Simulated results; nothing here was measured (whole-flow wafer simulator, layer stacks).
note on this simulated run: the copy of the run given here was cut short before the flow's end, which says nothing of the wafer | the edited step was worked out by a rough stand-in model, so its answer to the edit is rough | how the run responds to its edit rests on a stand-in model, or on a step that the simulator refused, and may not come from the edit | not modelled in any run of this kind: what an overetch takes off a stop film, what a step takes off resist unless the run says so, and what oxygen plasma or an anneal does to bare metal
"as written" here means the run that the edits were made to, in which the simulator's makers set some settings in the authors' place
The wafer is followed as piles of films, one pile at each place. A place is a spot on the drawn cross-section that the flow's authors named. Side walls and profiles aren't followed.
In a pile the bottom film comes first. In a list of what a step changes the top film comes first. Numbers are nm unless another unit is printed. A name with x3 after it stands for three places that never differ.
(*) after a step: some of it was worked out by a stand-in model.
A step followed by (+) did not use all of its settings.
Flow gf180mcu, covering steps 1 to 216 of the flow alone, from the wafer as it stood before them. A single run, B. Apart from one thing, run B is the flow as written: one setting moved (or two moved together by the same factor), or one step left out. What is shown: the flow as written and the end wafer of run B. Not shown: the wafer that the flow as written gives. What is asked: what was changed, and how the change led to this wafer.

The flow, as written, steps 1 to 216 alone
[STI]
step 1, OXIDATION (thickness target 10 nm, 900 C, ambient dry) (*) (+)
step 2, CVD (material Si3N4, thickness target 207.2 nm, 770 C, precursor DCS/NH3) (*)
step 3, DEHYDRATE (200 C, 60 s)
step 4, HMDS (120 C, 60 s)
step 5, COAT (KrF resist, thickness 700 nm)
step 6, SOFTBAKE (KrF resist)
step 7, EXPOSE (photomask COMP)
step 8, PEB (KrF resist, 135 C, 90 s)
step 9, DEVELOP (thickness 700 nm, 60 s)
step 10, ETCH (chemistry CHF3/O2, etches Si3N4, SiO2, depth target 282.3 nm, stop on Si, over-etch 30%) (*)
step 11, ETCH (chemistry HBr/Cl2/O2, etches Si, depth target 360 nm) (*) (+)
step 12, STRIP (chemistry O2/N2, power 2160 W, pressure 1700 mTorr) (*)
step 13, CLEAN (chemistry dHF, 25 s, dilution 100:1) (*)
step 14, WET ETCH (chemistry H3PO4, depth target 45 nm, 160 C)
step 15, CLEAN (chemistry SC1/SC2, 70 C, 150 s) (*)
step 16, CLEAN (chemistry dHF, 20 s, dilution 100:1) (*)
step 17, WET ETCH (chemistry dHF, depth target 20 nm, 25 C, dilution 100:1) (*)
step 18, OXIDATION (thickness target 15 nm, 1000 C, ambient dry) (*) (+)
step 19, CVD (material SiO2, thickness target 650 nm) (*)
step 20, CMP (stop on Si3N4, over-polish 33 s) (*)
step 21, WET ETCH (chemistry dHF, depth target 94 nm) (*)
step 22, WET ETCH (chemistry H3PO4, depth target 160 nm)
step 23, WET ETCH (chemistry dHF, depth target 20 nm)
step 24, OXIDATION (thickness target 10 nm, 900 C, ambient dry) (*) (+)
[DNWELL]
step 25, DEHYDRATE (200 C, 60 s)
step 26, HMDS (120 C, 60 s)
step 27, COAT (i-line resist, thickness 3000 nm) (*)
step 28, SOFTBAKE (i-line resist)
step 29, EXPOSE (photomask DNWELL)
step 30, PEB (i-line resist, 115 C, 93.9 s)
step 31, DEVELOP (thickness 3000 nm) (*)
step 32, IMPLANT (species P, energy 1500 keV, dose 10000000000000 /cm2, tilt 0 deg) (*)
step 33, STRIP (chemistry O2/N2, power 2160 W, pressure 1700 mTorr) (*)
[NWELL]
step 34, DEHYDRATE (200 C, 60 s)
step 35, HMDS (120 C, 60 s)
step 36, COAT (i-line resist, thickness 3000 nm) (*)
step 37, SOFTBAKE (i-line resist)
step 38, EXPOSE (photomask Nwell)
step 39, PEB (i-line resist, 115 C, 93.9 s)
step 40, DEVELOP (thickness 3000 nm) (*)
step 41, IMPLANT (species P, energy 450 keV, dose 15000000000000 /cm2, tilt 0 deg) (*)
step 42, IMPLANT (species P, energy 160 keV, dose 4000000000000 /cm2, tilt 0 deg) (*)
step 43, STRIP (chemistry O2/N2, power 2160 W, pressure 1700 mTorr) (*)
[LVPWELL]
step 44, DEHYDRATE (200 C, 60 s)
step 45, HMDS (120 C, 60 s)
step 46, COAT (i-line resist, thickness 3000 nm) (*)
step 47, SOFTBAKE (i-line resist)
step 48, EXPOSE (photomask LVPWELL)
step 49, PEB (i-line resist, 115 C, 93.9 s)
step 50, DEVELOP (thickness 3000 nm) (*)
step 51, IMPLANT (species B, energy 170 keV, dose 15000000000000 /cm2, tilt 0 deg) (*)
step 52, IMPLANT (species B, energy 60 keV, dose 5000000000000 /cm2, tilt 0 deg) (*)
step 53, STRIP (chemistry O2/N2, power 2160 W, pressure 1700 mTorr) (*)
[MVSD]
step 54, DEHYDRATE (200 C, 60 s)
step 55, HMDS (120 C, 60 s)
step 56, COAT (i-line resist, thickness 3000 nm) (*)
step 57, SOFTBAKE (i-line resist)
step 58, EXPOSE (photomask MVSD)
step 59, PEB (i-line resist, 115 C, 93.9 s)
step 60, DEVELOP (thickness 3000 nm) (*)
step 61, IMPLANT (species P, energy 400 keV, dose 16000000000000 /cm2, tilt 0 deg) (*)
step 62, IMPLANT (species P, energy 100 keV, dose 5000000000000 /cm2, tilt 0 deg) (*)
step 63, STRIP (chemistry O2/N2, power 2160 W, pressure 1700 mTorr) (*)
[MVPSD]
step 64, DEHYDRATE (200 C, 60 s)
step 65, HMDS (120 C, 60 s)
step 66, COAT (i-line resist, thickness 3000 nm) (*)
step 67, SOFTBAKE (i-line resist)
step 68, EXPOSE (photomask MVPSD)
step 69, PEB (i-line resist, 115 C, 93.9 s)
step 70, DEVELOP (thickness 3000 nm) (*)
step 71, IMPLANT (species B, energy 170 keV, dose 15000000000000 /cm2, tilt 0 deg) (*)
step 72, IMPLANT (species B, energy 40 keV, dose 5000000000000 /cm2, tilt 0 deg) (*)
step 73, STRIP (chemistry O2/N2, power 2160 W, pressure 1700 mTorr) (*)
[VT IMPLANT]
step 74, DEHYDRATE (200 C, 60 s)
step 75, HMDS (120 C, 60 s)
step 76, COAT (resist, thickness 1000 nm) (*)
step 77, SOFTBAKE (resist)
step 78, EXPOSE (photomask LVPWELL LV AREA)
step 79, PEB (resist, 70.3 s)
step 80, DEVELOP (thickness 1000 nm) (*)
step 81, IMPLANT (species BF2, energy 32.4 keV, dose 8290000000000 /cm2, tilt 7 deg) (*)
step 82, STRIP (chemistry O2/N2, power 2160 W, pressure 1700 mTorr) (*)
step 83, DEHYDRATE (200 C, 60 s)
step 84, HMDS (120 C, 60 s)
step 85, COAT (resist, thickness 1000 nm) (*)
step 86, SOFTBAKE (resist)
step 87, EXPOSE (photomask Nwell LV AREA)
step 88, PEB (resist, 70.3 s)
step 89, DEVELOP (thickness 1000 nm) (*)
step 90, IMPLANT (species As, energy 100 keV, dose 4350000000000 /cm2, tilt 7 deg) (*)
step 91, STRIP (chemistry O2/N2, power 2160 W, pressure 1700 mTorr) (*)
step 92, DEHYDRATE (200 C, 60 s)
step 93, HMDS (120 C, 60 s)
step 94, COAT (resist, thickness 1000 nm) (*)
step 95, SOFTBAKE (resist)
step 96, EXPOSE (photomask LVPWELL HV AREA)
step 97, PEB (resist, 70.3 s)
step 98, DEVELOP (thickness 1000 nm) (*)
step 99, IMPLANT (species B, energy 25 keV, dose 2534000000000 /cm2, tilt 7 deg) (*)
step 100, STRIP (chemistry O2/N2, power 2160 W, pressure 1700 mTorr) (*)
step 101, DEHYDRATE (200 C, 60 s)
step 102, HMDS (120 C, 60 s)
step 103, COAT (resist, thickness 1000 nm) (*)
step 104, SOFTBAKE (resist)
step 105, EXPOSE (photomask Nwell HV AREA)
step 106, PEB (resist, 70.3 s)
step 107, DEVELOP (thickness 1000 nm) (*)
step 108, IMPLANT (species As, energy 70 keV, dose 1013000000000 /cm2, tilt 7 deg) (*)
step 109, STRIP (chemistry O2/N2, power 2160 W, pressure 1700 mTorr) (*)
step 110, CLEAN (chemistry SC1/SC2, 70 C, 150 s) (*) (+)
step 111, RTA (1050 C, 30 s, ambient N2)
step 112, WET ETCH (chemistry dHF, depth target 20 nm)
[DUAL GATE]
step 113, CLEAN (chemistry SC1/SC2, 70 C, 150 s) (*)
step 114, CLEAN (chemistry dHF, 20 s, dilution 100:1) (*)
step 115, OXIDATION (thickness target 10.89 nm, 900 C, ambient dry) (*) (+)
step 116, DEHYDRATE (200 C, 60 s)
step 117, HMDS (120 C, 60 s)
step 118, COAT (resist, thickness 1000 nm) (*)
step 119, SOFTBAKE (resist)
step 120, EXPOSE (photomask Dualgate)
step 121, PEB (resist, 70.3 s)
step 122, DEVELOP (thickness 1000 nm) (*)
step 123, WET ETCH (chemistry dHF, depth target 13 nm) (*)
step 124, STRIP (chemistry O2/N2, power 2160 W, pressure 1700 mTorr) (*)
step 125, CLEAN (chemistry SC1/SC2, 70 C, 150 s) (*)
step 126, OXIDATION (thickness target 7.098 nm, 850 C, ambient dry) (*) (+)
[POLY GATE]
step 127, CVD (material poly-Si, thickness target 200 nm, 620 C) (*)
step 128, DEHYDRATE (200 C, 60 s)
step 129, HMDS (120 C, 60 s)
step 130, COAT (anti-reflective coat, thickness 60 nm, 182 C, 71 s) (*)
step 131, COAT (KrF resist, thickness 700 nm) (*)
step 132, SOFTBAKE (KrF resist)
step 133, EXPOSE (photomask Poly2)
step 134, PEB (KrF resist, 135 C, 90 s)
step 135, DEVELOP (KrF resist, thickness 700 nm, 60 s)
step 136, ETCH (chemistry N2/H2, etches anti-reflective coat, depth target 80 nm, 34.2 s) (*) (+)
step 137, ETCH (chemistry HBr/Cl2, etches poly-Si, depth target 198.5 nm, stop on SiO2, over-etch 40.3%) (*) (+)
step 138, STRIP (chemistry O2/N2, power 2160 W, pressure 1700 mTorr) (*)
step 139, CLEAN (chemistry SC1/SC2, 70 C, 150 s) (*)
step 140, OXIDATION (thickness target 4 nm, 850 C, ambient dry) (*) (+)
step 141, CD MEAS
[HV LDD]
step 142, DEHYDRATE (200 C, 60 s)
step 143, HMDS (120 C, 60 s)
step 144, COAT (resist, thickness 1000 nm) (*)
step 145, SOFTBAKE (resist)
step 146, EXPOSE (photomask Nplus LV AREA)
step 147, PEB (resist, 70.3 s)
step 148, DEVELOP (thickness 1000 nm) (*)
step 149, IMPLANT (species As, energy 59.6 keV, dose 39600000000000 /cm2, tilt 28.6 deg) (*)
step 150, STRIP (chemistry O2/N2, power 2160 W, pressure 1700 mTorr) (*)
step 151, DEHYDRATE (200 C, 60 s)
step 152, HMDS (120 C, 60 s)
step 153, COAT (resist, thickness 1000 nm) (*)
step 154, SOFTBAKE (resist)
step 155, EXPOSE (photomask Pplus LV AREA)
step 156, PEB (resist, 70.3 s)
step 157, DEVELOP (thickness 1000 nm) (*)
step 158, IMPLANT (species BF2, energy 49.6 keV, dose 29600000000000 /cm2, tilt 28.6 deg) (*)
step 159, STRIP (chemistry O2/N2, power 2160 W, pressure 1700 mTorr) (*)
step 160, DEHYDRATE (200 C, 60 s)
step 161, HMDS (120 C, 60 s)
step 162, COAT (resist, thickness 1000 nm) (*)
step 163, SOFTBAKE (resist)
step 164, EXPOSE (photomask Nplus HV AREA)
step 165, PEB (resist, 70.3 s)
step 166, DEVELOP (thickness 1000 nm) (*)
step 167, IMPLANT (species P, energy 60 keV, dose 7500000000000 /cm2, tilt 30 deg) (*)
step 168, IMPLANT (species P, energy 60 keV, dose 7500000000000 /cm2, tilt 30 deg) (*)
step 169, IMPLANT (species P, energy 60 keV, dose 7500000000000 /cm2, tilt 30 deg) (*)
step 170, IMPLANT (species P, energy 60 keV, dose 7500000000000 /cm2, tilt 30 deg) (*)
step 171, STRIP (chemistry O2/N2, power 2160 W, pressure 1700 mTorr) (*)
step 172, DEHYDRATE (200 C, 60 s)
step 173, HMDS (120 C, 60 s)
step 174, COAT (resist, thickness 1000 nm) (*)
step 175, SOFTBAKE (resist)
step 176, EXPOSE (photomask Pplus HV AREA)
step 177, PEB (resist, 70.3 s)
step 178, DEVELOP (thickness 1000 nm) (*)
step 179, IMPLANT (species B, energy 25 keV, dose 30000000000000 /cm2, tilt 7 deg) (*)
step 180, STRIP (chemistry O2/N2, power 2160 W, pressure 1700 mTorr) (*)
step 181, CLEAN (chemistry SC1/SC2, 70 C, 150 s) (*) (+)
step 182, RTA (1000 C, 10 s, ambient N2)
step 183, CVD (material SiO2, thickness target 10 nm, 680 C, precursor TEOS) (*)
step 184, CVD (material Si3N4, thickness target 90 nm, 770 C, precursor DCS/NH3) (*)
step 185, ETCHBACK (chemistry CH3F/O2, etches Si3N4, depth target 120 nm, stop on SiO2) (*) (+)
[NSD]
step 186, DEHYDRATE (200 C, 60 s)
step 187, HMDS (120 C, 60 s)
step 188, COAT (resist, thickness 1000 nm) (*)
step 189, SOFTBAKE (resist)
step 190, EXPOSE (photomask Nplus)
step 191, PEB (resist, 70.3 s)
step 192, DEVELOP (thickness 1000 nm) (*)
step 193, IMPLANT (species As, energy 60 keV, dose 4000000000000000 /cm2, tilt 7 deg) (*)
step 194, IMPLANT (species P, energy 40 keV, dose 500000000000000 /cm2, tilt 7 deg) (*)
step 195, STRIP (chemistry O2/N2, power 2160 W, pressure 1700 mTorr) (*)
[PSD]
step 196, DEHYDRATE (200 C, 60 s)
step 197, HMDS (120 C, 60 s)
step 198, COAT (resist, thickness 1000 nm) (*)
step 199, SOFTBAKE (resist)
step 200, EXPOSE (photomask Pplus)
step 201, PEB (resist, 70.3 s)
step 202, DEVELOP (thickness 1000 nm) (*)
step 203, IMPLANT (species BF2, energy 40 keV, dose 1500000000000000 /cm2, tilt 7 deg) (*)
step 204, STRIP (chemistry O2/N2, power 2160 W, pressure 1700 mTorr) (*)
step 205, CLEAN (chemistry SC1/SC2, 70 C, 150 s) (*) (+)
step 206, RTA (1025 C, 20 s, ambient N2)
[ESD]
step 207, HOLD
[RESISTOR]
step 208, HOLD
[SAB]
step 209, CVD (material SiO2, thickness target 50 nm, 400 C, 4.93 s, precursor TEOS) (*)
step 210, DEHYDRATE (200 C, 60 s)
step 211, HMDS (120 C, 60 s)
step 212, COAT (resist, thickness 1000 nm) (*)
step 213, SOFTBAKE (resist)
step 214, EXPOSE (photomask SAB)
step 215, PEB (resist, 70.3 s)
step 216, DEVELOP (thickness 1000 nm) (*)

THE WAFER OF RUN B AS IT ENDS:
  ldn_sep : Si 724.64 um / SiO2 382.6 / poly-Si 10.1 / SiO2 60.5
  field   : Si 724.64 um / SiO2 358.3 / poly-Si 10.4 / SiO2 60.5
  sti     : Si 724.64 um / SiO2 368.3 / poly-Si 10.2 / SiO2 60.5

The reason: step 127, CVD: thickness target 292 nm was run, while the flow as written has thickness target 200 nm.

The path from the change to this, step by step:
  step 127, CVD (material poly-Si, thickness target 200 nm, 620 C) (*)
      field, field__w1, field__w2 and 89 more: +292 poly-Si (new film) (as written it would have been: +200 poly-Si (new film))
  step 137, ETCH (chemistry HBr/Cl2, etches poly-Si, depth target 198.5 nm, stop on SiO2, over-etch 40.3%) (*) (+)
      field__w3, field__w12, field_sub and 14 more: -278.5 poly-Si (as written it would have been: -199 poly-Si (all of it), -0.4 SiO2)
      field__w6, sti, m1 and 11 more: -278.5 poly-Si (as written it would have been: -198.8 poly-Si (all of it), -0.4 SiO2)
      (as well as at 33 more places)
  step 138, STRIP (chemistry O2/N2, power 2160 W, pressure 1700 mTorr) (*)
      field, field__w1, field__w2 and 61 more: +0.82 chemical SiO2 (new film), -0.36 poly-Si (as written it would have been: nothing)
  step 139, CLEAN (chemistry SC1/SC2, 70 C, 150 s) (*)
      field, field__w1, field__w2 and 34 more: -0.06 chemical SiO2, -0.27 poly-Si (as written it would have been: -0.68 SiO2)
  step 140, OXIDATION (thickness target 4 nm, 850 C, ambient dry) (*) (+)
      field, field__w1, field__w2 and 21 more: +4 SiO2 (new film), -0.76 chemical SiO2 (all of it), -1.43 poly-Si (as written it would have been: +0.15 SiO2, -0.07 Si)
      active_hv, active_nat, ld_sd_n and 11 more: +4 SiO2 (new film), -0.76 chemical SiO2 (all of it), -1.43 poly-Si (as written it would have been: +0.96 SiO2, -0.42 Si)
      (as well as at 26 more places)
  step 144, COAT (resist, thickness 1000 nm) (*)
      polyc_n, polyc_p: +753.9 resist (new film) (as written it would have been: +817.8 resist (new film))
      field_sub__w4: +1070.5 resist (new film) (as written it would have been: +1047.7 resist (new film))
      (as well as at 30 more places)
  step 145, SOFTBAKE (resist)
      field: +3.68 resist (as written it would have been: -0.3 resist)
      active_hv: -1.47 resist (as written it would have been: +0.44 resist)
      (as well as at 74 more places)
  step 147, PEB (resist, 70.3 s)
      polyc_n, polyc_n_rim, polyc_p, polyc_p_rim: -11 resist (as written it would have been: -12.2 resist)
      ldn_ch, ldn_acc, ldp_ch, ldp_acc: -11.9 resist (as written it would have been: -13 resist)
      (as well as at 27 more places)
  step 148, DEVELOP (thickness 1000 nm) (*)
      gate: -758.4 resist (all of it) (as written it would have been: -822.7 resist (all of it))
      npoly_u: -759.2 resist (all of it) (as written it would have been: -821.5 resist (all of it))
      (as well as at 3 more places)
  step 150, STRIP (chemistry O2/N2, power 2160 W, pressure 1700 mTorr) (*)
      field: -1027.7 resist (all of it) (as written it would have been: -1003.8 resist (all of it))
      field_sub__w4: -1053.3 resist (all of it) (as written it would have been: -1030.9 resist (all of it))
      (as well as at 26 more places)
  step 153, COAT (resist, thickness 1000 nm) (*)
      polyc_n, polyc_p: +753.9 resist (new film) (as written it would have been: +817.8 resist (new film))
      field_sub__w4: +1070.5 resist (new film) (as written it would have been: +1047.7 resist (new film))
      (as well as at 30 more places)
  step 154, SOFTBAKE (resist)
      field: +3.68 resist (as written it would have been: -0.3 resist)
      active_hv: -1.47 resist (as written it would have been: +0.44 resist)
      (as well as at 74 more places)
  step 156, PEB (resist, 70.3 s)
      polyc_n, polyc_n_rim, polyc_p, polyc_p_rim: -11 resist (as written it would have been: -12.2 resist)
      ldn_ch, ldn_acc, ldp_ch, ldp_acc: -11.9 resist (as written it would have been: -13 resist)
      (as well as at 27 more places)
  step 157, DEVELOP (thickness 1000 nm) (*)
      gate_p: -765.8 resist (all of it) (as written it would have been: -828.7 resist (all of it))
      ppoly_u: -767 resist (all of it) (as written it would have been: -827 resist (all of it))
      (as well as at 3 more places)
  step 159, STRIP (chemistry O2/N2, power 2160 W, pressure 1700 mTorr) (*)
      field: -1027.7 resist (all of it) (as written it would have been: -1003.8 resist (all of it))
      field_sub__w4: -1053.3 resist (all of it) (as written it would have been: -1030.9 resist (all of it))
      (as well as at 26 more places)
  step 162, COAT (resist, thickness 1000 nm) (*)
      polyc_n, polyc_p: +753.9 resist (new film) (as written it would have been: +817.8 resist (new film))
      field_sub__w4: +1070.5 resist (new film) (as written it would have been: +1047.7 resist (new film))
      (as well as at 30 more places)
  ... 23 other steps ...
  step 216, DEVELOP (thickness 1000 nm) (*)
      field__w3, field__w12: -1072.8 resist (all of it) (as written it would have been: -1049.4 resist (all of it))
      field__w2: -1059 resist (all of it) (as written it would have been: -1035.2 resist (all of it))
      (as well as at 43 more places)
